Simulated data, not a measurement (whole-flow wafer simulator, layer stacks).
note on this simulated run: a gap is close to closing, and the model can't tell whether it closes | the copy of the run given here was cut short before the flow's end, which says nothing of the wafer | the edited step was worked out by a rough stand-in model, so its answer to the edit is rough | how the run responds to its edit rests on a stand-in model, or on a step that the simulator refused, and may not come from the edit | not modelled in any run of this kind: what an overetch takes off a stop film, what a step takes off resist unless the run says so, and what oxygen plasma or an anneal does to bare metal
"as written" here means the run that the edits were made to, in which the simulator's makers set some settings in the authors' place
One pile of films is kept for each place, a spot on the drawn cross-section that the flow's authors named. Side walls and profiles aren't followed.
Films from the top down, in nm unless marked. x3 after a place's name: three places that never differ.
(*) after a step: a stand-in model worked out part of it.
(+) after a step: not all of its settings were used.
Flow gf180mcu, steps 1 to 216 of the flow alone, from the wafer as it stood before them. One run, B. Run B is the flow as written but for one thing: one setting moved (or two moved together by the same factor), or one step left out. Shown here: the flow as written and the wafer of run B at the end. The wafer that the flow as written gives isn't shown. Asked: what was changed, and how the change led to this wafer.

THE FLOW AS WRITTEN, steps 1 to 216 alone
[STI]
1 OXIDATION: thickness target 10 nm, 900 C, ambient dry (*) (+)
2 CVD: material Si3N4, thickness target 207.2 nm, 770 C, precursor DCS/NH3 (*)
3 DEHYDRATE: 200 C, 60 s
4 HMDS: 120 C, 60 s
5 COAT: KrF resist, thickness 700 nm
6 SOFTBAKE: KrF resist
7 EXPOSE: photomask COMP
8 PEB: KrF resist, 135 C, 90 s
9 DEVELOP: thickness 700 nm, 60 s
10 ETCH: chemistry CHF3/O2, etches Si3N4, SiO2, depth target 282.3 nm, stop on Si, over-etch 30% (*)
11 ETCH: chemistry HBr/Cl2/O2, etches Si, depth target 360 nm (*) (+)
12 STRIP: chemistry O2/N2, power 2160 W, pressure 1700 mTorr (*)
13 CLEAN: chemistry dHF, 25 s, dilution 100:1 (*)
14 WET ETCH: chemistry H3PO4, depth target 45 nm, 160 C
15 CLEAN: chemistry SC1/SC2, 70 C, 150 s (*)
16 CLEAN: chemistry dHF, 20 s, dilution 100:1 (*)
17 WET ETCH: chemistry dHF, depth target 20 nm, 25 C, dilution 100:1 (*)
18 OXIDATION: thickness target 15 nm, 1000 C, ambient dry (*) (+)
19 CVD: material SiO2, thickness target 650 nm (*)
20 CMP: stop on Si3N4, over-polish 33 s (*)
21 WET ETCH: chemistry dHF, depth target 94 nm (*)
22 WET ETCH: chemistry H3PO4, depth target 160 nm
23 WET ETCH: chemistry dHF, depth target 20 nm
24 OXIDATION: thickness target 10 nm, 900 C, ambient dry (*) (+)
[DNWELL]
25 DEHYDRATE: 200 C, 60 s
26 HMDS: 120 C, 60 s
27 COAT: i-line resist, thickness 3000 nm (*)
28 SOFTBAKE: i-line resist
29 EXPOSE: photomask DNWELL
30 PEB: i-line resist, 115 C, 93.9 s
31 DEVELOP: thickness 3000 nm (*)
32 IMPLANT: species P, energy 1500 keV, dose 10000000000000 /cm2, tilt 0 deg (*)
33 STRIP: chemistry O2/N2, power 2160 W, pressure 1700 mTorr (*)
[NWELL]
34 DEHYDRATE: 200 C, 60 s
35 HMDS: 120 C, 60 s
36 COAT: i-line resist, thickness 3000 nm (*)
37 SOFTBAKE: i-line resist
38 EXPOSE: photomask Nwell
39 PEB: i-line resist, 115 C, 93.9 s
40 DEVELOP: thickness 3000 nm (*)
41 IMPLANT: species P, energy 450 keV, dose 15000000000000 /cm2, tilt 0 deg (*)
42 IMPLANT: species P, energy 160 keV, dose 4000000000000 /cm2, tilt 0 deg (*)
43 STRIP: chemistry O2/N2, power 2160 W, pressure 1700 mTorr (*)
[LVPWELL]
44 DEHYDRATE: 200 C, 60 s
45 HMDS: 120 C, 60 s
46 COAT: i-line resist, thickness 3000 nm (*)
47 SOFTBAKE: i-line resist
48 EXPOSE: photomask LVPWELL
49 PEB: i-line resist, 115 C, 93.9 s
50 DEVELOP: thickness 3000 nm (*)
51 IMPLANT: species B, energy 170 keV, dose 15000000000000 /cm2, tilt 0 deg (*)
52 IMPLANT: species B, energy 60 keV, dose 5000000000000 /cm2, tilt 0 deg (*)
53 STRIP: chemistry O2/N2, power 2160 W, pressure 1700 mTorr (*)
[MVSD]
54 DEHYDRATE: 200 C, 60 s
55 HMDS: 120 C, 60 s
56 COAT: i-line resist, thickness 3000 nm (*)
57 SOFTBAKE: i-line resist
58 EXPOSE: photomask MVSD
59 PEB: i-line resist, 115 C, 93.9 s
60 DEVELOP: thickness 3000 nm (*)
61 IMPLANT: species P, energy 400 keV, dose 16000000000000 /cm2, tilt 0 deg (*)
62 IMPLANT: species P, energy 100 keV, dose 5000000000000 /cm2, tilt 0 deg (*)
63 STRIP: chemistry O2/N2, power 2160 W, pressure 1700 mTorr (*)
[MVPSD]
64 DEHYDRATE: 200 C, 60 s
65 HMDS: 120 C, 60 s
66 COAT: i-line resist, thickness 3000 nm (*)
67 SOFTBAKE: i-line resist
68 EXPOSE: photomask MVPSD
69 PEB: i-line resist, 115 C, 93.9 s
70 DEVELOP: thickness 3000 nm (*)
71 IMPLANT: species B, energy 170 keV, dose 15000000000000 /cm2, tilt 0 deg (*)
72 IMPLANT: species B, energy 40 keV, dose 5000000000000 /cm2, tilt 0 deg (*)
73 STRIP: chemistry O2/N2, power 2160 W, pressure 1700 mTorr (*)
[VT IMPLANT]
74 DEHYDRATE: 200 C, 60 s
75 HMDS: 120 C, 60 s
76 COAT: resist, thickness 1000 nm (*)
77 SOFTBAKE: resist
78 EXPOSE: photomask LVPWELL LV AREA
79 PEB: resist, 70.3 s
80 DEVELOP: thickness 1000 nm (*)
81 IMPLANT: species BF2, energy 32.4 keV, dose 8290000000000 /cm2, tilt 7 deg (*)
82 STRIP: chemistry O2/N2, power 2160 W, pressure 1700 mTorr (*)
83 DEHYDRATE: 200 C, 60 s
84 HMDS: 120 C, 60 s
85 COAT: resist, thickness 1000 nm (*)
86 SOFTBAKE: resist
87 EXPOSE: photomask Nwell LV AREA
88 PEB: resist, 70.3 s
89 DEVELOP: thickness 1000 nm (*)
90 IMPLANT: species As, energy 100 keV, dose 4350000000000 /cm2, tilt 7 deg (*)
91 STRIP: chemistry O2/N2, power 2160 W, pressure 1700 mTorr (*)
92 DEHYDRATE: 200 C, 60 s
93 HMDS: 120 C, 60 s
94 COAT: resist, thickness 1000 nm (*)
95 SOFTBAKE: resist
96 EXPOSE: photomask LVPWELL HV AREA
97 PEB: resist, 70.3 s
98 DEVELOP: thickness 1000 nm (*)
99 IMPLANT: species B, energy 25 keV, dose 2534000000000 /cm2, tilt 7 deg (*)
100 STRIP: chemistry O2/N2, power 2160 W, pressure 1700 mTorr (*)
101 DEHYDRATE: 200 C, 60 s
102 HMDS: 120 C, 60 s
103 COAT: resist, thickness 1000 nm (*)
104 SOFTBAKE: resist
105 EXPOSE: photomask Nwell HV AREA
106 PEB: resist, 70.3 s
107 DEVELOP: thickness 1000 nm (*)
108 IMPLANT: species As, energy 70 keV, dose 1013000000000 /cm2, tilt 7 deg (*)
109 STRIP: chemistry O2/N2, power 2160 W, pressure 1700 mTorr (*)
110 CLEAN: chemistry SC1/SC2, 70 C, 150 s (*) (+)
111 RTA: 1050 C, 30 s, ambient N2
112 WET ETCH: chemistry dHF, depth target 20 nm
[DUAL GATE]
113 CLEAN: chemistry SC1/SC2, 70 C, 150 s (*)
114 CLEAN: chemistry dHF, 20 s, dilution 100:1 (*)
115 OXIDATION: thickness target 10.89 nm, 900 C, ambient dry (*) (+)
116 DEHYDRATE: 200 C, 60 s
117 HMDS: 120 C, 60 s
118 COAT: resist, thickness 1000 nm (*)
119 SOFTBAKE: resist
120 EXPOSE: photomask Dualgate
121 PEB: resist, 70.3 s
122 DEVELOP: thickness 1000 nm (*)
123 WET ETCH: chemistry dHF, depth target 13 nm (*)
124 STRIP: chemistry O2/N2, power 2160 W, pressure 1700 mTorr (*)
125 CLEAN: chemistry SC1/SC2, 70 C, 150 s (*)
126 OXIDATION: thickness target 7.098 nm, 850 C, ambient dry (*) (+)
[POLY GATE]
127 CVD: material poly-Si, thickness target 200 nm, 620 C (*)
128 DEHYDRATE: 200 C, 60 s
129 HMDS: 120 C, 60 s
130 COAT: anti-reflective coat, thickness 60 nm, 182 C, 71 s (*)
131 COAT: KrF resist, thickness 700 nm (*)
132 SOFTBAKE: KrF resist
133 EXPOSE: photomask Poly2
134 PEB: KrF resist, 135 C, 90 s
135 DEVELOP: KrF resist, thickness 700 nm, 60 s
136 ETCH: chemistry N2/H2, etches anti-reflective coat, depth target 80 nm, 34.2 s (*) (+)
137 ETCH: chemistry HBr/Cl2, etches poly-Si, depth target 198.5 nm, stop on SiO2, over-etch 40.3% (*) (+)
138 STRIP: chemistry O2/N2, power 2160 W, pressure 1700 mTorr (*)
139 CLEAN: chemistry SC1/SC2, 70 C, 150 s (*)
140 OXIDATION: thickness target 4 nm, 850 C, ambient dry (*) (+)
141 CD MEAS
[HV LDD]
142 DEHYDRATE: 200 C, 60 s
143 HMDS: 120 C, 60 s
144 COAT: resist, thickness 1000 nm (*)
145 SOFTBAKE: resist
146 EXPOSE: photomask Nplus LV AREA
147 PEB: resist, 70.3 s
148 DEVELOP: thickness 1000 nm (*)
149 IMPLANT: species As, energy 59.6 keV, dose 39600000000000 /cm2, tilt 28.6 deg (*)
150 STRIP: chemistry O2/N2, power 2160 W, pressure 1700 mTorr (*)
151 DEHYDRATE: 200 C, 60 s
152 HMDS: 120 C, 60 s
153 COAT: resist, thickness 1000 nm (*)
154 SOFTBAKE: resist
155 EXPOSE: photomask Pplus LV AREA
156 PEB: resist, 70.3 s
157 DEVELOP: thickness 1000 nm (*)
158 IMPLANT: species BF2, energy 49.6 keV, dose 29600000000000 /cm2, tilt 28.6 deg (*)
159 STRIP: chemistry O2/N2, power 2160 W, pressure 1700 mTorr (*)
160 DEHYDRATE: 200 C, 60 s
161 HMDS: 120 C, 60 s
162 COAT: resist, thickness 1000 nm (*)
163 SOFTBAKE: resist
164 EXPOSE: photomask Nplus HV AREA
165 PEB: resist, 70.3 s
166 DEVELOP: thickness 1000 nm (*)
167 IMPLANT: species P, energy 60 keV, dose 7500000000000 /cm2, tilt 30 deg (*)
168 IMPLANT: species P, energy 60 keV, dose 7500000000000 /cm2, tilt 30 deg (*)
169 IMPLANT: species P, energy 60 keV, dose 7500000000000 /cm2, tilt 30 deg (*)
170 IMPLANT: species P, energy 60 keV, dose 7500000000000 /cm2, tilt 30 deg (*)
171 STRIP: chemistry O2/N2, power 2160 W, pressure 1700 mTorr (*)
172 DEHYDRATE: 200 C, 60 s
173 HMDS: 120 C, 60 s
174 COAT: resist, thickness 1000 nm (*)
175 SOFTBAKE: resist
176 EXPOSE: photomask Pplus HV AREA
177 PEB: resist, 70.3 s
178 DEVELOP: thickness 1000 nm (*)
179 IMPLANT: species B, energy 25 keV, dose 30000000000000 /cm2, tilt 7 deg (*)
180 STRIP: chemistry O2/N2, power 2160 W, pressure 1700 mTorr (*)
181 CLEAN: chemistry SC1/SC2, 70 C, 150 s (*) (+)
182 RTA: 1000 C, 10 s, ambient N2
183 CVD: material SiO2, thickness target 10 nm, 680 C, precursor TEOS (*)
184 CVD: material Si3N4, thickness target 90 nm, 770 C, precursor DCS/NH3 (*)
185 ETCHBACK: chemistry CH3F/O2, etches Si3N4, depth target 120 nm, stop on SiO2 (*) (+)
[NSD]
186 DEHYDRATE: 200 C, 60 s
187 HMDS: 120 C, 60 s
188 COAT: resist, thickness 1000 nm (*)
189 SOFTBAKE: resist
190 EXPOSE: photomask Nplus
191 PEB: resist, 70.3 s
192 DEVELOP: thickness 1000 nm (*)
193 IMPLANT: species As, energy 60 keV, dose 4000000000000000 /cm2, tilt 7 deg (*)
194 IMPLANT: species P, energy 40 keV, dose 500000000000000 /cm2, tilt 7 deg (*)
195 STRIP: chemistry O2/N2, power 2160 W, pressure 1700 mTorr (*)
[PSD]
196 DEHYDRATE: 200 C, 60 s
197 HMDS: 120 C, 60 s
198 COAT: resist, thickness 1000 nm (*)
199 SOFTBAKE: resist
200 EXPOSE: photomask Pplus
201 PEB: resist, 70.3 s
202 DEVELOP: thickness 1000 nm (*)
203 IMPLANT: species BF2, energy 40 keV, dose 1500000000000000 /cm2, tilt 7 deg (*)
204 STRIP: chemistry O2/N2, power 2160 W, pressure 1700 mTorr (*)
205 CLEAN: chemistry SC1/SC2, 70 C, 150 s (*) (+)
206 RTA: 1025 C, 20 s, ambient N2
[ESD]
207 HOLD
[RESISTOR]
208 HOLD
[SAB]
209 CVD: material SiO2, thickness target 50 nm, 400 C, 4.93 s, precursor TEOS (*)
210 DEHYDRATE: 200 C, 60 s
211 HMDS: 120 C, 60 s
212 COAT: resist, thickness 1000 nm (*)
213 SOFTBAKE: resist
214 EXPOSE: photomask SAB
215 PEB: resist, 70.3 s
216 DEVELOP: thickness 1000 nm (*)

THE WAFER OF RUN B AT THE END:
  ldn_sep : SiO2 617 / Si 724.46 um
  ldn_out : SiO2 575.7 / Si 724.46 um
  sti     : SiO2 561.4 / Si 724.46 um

The cause: step 11, ETCH: depth target 540 nm was run, where the flow has depth target 360 nm.

How the change led to this, step by step:
  11 ETCH: chemistry HBr/Cl2/O2, etches Si, depth target 360 nm (*) (+)
      active, n_well, p_well and 40 more: KrF resist -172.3 (as written it would be: KrF resist -112.3)
      field, field_sub, sti and 34 more: Si -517 (as written it would be: Si -337)
  12 STRIP: chemistry O2/N2, power 2160 W, pressure 1700 mTorr (*)
      active, n_well, p_well and 40 more: KrF resist -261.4 (all of it) (as written it would be: KrF resist -321.4 (all of it))
  19 CVD: material SiO2, thickness target 650 nm (*)
      m1, ld_fp_n, ld_drift_n and 8 more: SiO2 +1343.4 (as written it would be: SiO2 +1163.4)
  20 CMP: stop on Si3N4, over-polish 33 s (*)
      sti, mim_1p0 x3, iso_nw_fld and 9 more: nothing (as written it would be: SiO2 -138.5)
      nw_enc_fld, nw_enc_fld_lv: nothing (as written it would be: SiO2 -142.5)
      (and at 10 more places)
  28 SOFTBAKE: i-line resist
      field: nothing (as written it would be: i-line resist +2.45)
      n_well: i-line resist -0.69 (as written it would be: i-line resist +1.18)
      (and at 63 more places)
  37 SOFTBAKE: i-line resist
      field: nothing (as written it would be: i-line resist +2.45)
      n_well: i-line resist -0.69 (as written it would be: i-line resist +1.18)
      (and at 63 more places)
  47 SOFTBAKE: i-line resist
      field: nothing (as written it would be: i-line resist +2.45)
      n_well: i-line resist -0.69 (as written it would be: i-line resist +1.18)
      (and at 63 more places)
  57 SOFTBAKE: i-line resist
      field: nothing (as written it would be: i-line resist +2.45)
      n_well: i-line resist -0.69 (as written it would be: i-line resist +1.18)
      (and at 63 more places)
  67 SOFTBAKE: i-line resist
      field: nothing (as written it would be: i-line resist +2.45)
      n_well: i-line resist -0.69 (as written it would be: i-line resist +1.18)
      (and at 63 more places)
  76 COAT: resist, thickness 1000 nm (*)
      p_well, spacer, sd_n: resist +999 (new film) (as written it would be: resist +1033.8 (new film))
      gate: resist +999.9 (new film) (as written it would be: resist +1020.4 (new film))
      (and at 26 more places)
  77 SOFTBAKE: resist
      field: nothing (as written it would be: resist -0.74)
      field__w3: nothing (as written it would be: resist -0.51)
      (and at 46 more places)
  79 PEB: resist, 70.3 s
      p_well, spacer, sd_n: resist -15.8 (as written it would be: resist -16.4)
  80 DEVELOP: thickness 1000 nm (*)
      p_well, spacer, sd_n: resist -983.1 (all of it) (as written it would be: resist -1017.4 (all of it))
      active: resist -983.9 (all of it) (as written it would be: resist -1004 (all of it))
      (and at 3 more places)
  82 STRIP: chemistry O2/N2, power 2160 W, pressure 1700 mTorr (*)
      ldn_sep, ldp_sep: resist -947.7 (all of it) (as written it would be: resist -971.5 (all of it))
      ldn_fp, ldn_dft: resist -948.1 (all of it) (as written it would be: resist -969.3 (all of it))
      (and at 21 more places)
  85 COAT: resist, thickness 1000 nm (*)
      p_well, spacer, sd_n: resist +999 (new film) (as written it would be: resist +1033.8 (new film))
      gate: resist +999.9 (new film) (as written it would be: resist +1020.4 (new film))
      (and at 26 more places)
  86 SOFTBAKE: resist
      field: nothing (as written it would be: resist -0.74)
      field__w3: nothing (as written it would be: resist -0.51)
      (and at 46 more places)
  ... 56 more steps ...
  216 DEVELOP: thickness 1000 nm (*)
      p_well, sd_n: resist -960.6 (all of it) (as written it would be: resist -996.4 (all of it))
      field__w6: resist -1071 (all of it) (as written it would be: resist -1026.2 (all of it))
      (and at 34 more places)
